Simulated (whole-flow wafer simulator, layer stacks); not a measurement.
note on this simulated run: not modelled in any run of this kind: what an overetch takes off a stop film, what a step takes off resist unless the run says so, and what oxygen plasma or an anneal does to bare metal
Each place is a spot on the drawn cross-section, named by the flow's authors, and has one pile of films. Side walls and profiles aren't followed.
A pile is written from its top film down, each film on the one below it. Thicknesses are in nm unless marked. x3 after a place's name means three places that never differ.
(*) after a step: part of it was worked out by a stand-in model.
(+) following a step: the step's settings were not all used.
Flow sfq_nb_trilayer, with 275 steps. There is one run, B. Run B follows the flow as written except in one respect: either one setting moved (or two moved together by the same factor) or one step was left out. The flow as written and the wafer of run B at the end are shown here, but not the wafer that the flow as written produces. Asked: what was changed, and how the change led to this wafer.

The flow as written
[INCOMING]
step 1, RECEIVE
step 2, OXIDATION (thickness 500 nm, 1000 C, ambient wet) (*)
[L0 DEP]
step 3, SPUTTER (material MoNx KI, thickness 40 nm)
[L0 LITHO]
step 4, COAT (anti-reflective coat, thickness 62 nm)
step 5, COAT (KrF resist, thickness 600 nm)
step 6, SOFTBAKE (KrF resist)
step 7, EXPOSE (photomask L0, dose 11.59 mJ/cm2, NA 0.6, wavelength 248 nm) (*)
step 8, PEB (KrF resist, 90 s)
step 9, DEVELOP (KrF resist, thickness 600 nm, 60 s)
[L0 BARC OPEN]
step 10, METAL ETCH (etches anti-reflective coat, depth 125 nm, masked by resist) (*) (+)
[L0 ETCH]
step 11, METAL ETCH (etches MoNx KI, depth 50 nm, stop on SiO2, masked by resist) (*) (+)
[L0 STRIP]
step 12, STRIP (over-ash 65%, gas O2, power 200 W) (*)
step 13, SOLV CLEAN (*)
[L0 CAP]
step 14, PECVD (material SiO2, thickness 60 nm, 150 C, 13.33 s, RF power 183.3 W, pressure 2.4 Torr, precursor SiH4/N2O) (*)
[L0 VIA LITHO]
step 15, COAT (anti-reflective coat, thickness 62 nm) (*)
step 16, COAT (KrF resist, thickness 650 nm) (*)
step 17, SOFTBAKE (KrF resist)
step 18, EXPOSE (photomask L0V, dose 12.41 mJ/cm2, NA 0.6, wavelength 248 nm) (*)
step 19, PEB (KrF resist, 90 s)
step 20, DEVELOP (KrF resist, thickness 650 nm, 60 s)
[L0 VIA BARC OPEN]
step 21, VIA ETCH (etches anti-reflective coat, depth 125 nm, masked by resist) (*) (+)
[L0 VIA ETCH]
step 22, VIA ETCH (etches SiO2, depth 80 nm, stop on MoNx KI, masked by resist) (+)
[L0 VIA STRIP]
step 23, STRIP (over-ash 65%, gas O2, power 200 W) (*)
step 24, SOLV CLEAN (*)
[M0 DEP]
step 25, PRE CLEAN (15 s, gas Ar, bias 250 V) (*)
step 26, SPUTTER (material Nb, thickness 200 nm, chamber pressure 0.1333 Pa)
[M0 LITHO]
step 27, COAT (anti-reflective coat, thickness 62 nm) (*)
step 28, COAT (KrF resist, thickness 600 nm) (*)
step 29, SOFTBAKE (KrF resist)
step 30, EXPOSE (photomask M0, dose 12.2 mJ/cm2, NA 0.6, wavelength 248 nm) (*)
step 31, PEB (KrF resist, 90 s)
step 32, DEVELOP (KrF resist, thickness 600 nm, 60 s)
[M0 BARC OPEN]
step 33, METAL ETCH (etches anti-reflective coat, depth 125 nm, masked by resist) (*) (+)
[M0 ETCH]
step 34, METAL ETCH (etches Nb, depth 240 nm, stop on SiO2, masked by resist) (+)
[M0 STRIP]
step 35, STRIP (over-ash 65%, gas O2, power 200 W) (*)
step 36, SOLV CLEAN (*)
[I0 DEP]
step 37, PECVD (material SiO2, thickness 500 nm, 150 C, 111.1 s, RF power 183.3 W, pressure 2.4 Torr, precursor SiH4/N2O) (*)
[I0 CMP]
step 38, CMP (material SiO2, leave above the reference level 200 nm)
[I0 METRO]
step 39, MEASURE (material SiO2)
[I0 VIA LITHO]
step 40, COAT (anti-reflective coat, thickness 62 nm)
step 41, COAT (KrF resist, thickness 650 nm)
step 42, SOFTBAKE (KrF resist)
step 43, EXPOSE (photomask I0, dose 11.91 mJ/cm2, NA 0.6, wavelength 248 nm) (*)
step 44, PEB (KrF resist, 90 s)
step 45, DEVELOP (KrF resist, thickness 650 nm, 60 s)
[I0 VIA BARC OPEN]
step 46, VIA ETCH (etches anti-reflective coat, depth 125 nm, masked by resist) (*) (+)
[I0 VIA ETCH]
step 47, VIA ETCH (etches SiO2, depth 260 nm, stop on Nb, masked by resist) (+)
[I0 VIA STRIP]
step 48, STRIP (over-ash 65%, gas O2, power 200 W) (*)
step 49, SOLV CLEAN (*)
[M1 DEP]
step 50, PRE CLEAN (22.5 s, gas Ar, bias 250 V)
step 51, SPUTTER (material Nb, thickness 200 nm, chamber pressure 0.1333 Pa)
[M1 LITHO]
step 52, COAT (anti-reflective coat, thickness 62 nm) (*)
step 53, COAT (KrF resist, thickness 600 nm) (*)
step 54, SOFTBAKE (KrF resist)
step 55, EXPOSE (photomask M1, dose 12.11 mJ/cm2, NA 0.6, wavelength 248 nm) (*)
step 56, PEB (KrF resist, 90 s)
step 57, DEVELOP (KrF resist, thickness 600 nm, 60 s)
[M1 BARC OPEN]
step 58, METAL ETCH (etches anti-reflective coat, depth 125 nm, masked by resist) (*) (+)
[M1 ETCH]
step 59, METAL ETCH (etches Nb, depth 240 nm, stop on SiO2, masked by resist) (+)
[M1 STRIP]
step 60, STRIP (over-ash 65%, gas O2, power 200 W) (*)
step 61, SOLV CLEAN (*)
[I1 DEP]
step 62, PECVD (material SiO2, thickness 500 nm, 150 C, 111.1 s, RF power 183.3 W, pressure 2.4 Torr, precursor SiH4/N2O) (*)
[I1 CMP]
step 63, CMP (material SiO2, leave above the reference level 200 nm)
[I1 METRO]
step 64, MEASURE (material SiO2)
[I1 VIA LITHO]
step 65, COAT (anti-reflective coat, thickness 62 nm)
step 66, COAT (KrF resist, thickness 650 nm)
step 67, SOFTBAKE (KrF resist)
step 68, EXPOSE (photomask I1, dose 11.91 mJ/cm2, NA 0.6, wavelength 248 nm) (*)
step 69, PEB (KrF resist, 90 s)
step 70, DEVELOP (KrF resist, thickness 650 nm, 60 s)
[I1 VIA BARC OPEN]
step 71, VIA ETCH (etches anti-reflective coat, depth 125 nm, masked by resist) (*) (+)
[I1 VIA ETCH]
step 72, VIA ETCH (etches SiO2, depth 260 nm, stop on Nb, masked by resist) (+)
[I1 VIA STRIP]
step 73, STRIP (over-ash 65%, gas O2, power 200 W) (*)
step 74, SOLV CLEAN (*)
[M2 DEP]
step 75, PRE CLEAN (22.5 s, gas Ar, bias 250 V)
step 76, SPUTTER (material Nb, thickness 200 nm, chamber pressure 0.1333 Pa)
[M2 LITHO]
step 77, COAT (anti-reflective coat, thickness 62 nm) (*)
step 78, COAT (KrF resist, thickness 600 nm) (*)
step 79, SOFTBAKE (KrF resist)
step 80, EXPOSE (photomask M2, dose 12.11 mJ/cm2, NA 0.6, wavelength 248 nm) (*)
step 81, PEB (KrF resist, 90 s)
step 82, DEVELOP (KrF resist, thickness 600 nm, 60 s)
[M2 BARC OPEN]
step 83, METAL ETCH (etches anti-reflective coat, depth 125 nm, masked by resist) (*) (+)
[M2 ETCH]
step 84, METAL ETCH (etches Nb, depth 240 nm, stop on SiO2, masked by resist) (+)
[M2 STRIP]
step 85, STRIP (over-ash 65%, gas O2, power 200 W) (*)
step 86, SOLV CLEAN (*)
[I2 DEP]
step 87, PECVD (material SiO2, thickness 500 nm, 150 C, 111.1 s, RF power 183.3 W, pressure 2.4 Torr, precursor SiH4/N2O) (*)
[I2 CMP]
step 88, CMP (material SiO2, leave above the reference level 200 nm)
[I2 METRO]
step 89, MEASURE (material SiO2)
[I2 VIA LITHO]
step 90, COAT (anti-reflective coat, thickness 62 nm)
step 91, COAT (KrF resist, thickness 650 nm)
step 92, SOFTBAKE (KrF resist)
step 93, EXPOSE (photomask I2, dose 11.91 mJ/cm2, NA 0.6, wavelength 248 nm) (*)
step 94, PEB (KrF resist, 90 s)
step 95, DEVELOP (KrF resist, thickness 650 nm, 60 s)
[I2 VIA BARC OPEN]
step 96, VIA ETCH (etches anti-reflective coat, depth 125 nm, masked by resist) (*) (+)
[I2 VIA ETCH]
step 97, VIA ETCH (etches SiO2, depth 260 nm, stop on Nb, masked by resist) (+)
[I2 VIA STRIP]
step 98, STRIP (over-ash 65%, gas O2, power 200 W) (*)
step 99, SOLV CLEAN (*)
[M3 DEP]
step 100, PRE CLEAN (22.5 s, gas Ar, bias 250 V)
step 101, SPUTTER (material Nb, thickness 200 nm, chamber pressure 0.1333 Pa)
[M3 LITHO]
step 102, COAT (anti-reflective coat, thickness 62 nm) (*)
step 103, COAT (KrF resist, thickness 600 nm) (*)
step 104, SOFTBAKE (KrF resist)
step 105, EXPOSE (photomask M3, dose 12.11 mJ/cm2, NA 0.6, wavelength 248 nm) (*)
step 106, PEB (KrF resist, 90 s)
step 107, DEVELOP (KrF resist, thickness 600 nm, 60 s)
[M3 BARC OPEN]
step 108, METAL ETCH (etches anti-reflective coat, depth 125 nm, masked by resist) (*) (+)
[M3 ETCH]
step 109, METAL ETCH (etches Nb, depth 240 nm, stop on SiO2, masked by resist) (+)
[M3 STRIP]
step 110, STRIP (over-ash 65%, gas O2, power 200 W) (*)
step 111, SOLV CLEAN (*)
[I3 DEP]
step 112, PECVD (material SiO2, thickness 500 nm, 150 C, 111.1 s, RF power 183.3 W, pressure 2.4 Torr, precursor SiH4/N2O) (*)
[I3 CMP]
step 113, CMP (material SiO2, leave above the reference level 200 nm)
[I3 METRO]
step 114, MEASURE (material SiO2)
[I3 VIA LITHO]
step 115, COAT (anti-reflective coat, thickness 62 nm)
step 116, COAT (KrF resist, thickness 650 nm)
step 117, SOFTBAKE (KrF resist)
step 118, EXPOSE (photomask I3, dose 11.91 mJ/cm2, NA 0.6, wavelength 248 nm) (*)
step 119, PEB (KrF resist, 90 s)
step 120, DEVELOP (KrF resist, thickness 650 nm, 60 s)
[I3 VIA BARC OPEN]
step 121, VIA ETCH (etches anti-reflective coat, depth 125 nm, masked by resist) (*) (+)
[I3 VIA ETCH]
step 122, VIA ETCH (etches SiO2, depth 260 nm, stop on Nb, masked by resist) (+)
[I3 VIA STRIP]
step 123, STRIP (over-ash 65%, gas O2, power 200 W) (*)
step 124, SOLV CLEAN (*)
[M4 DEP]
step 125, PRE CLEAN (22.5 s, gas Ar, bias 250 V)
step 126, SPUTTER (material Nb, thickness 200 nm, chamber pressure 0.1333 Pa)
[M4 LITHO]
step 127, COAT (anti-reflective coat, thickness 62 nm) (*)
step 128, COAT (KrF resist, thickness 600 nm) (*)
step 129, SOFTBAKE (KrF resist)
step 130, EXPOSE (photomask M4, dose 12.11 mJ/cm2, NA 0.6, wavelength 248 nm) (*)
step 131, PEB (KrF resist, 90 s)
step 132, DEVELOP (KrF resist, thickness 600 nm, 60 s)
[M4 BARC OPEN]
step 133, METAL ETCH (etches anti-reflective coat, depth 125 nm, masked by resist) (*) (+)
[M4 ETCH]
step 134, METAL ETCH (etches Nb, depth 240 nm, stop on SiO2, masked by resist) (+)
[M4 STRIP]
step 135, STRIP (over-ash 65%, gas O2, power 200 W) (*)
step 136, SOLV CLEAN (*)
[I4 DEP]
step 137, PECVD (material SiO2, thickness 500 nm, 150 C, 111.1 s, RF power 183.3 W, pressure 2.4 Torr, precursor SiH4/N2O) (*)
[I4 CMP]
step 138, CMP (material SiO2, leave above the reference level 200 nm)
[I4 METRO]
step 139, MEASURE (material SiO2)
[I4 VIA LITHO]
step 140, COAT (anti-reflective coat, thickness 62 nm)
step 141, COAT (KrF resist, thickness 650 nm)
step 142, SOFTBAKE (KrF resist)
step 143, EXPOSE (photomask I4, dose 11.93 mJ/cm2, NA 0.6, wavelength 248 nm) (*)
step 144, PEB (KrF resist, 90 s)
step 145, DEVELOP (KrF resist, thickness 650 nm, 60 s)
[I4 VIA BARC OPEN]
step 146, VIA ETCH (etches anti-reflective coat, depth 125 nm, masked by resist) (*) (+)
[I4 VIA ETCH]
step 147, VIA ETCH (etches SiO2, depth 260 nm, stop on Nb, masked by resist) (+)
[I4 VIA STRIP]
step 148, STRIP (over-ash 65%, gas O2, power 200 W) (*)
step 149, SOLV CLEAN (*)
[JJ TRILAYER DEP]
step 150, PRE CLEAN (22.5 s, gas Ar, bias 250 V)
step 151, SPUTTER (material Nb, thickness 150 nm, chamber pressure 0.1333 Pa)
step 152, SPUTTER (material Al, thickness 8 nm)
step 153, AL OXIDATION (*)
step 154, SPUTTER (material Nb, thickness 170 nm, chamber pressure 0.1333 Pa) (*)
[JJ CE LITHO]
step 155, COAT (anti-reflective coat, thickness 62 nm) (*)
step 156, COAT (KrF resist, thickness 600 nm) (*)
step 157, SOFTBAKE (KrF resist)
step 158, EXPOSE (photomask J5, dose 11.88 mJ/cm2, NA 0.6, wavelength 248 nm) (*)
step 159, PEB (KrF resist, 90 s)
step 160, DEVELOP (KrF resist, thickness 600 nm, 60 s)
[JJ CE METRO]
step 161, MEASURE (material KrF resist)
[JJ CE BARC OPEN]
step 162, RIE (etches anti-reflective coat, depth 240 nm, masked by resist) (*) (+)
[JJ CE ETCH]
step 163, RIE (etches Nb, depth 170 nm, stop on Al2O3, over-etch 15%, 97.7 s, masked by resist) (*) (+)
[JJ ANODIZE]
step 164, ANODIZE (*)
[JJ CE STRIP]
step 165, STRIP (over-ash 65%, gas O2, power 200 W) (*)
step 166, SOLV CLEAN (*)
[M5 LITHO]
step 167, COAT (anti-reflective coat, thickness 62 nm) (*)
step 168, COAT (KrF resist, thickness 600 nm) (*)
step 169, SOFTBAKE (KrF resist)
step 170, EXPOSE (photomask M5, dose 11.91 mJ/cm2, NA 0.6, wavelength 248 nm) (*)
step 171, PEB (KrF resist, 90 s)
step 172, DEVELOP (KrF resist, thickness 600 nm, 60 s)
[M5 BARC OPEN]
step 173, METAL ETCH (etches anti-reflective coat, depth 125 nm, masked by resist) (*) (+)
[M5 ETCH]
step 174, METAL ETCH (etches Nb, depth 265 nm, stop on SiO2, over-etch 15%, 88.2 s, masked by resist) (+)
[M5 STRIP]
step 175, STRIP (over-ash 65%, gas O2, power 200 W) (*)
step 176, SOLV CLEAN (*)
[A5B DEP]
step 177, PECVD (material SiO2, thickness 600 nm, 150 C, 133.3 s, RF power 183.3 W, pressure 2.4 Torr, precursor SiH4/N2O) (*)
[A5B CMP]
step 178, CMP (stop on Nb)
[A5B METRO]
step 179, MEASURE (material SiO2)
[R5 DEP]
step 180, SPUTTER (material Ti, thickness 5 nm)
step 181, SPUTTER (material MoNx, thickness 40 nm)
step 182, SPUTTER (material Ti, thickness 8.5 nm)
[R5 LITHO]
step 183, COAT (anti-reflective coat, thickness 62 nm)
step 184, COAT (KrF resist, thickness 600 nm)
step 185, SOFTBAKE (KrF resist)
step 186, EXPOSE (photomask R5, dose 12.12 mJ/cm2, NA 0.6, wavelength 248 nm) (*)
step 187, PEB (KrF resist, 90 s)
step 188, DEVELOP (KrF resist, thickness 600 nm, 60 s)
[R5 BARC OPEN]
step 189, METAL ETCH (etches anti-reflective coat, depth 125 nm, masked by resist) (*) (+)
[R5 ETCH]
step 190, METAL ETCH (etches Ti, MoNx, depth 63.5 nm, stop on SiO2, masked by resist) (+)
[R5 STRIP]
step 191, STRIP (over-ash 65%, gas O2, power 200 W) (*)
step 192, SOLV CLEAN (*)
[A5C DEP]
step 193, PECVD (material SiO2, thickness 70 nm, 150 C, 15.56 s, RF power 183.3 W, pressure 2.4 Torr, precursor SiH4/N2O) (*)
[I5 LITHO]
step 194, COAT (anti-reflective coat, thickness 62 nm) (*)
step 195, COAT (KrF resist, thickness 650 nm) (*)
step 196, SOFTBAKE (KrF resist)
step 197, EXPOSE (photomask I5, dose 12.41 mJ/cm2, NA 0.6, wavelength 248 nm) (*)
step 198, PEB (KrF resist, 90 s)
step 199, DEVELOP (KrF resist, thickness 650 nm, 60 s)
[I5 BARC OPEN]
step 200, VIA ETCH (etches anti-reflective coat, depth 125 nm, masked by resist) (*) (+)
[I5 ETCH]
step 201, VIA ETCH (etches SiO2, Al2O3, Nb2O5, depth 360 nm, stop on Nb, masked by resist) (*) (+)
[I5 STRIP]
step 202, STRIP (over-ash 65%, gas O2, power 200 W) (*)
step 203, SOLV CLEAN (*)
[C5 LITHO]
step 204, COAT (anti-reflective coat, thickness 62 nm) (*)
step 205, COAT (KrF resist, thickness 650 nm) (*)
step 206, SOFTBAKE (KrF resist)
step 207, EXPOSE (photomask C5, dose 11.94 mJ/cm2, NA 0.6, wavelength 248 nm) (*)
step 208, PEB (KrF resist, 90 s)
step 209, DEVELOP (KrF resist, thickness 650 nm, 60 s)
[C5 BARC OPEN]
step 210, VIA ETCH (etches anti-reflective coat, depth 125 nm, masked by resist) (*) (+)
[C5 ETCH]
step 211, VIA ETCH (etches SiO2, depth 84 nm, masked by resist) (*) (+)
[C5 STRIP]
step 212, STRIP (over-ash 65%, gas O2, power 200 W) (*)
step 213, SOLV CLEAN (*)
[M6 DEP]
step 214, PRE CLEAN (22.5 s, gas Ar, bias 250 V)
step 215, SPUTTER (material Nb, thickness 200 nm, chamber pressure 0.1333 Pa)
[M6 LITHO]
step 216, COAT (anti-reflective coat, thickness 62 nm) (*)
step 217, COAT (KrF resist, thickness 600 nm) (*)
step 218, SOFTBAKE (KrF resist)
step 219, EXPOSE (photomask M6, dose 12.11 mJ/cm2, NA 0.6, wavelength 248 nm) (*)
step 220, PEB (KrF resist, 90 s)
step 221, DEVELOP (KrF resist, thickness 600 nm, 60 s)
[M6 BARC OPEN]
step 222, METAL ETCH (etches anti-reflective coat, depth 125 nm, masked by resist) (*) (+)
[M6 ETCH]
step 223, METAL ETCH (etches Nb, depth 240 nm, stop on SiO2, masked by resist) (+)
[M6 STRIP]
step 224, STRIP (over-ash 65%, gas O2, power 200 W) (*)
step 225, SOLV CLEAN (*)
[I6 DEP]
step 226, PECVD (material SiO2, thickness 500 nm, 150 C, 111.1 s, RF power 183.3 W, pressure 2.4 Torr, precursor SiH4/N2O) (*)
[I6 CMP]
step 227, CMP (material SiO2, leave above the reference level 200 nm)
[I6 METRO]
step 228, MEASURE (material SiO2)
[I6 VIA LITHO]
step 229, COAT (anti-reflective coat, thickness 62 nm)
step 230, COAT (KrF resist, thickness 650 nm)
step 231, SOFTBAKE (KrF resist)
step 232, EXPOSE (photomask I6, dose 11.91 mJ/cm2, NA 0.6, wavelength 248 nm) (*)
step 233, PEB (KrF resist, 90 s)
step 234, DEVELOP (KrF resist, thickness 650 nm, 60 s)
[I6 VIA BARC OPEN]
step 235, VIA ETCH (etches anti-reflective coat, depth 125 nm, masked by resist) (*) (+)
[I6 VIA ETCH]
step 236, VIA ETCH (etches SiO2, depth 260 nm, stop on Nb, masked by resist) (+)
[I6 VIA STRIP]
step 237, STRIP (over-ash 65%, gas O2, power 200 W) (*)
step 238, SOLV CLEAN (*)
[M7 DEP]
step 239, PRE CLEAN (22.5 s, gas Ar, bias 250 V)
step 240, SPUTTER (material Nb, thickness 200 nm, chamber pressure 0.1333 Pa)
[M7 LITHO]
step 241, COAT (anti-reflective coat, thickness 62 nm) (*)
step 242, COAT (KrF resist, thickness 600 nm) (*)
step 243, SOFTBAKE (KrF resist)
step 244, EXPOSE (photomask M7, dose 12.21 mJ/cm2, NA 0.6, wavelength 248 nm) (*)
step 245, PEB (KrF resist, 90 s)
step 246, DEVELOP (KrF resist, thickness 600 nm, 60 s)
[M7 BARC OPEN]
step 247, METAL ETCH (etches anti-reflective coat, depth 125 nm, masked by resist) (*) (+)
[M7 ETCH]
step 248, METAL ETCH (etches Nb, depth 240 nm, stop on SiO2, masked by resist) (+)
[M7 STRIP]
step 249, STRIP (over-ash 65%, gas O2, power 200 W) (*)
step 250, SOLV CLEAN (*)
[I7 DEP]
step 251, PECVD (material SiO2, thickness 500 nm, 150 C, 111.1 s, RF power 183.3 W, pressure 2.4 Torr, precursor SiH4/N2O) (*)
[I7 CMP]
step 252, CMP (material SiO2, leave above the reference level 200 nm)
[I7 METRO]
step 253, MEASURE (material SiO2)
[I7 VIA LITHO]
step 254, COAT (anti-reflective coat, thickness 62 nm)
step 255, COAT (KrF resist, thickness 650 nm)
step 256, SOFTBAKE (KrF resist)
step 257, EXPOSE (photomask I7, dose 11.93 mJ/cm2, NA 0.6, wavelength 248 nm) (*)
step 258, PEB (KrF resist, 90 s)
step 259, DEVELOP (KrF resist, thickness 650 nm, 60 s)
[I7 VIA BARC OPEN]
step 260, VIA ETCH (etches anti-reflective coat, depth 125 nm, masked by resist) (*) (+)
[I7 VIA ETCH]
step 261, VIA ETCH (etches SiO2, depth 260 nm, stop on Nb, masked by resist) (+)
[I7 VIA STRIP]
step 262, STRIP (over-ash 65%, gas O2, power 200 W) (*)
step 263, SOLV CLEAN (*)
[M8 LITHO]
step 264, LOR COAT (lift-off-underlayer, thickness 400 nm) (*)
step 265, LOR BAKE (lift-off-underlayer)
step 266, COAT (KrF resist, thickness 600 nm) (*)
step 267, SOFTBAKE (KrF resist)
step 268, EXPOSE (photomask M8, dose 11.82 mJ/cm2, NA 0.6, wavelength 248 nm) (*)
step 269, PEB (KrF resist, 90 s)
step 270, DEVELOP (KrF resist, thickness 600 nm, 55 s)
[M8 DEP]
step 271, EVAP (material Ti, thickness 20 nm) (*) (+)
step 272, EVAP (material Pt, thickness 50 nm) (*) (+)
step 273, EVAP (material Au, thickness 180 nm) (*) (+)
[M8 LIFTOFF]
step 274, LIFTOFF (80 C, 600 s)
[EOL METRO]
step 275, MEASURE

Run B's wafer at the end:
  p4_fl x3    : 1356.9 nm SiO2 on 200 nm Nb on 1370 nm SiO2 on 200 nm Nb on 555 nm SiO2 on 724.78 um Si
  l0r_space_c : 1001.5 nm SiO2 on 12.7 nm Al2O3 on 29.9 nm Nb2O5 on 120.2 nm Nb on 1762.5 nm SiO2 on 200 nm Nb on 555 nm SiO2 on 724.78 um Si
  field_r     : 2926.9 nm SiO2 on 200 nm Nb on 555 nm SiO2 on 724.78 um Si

The reason: step 151, SPUTTER: thickness 131 nm was run, whereas the flow has thickness 150 nm.

How this came from the change, step by step:
  step 151, SPUTTER (material Nb, thickness 150 nm, chamber pressure 0.1333 Pa)
      field_l, v_sur, via_sp and 100 more: Nb gains 131 (new film) (in the flow as written it would be: Nb gains 150 (new film))
      via_wl, via_w, via_wr: Nb gains 113.7 (in the flow as written it would be: Nb gains 130.4)
  step 155, COAT (anti-reflective coat, thickness 62 nm) (*)
      via_wl, via_wr: anti-reflective coat gains 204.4 (new film) (in the flow as written it would be: anti-reflective coat gains 209.4 (new film))
  step 162, RIE (etches anti-reflective coat, depth 240 nm, masked by resist) (*) (+)
      ce_l, c5j, ce_r, wl_jj: KrF resist loses 204.4 (in the flow as written it would be: KrF resist loses 209.4)
      via_wl, via_wr: anti-reflective coat loses 204.4 (all of it) (in the flow as written it would be: anti-reflective coat loses 209.4 (all of it))
  step 167, COAT (anti-reflective coat, thickness 62 nm) (*)
      ce_l: anti-reflective coat gains 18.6 (new film) (in the flow as written it would be: anti-reflective coat gains 19.6 (new film))
      ce_r: anti-reflective coat gains 18.7 (new film) (in the flow as written it would be: anti-reflective coat gains 19.7 (new film))
  step 174, METAL ETCH (etches Nb, depth 265 nm, stop on SiO2, over-etch 15%, 88.2 s, masked by resist) (+)
      field_l, r_sur, res and 50 more: Al2O3 loses 12.6 (all of it), Nb2O5 loses 29.9 (all of it), Nb loses 120.2 (all of it), SiO2 loses 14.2 (in the flow as written it would be: Al2O3 loses 12.6 (all of it), Nb2O5 loses 29.9 (all of it), Nb loses 139.2 (all of it), SiO2 loses 12.3)
  step 175, STRIP (over-ash 65%, gas O2, power 200 W) (*)
      ce_l: KrF resist loses 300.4 (all of it), anti-reflective coat loses 18.6 (all of it) (in the flow as written it would be: KrF resist loses 299.6 (all of it), anti-reflective coat loses 19.6 (all of it))
      ce_r: KrF resist loses 300.7 (all of it), anti-reflective coat loses 18.7 (all of it) (in the flow as written it would be: KrF resist loses 299.9 (all of it), anti-reflective coat loses 19.7 (all of it))
  step 178, CMP (stop on Nb)
      field_l, p4_fl x3, p4_w1 x9 and 29 more: SiO2 loses 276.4 (in the flow as written it would be: SiO2 loses 259.3)
      r_sur, res, r_end, moat, field_r, lsp_l: SiO2 loses 270 (in the flow as written it would be: SiO2 loses 252.3)
      (and at 5 other places as well)
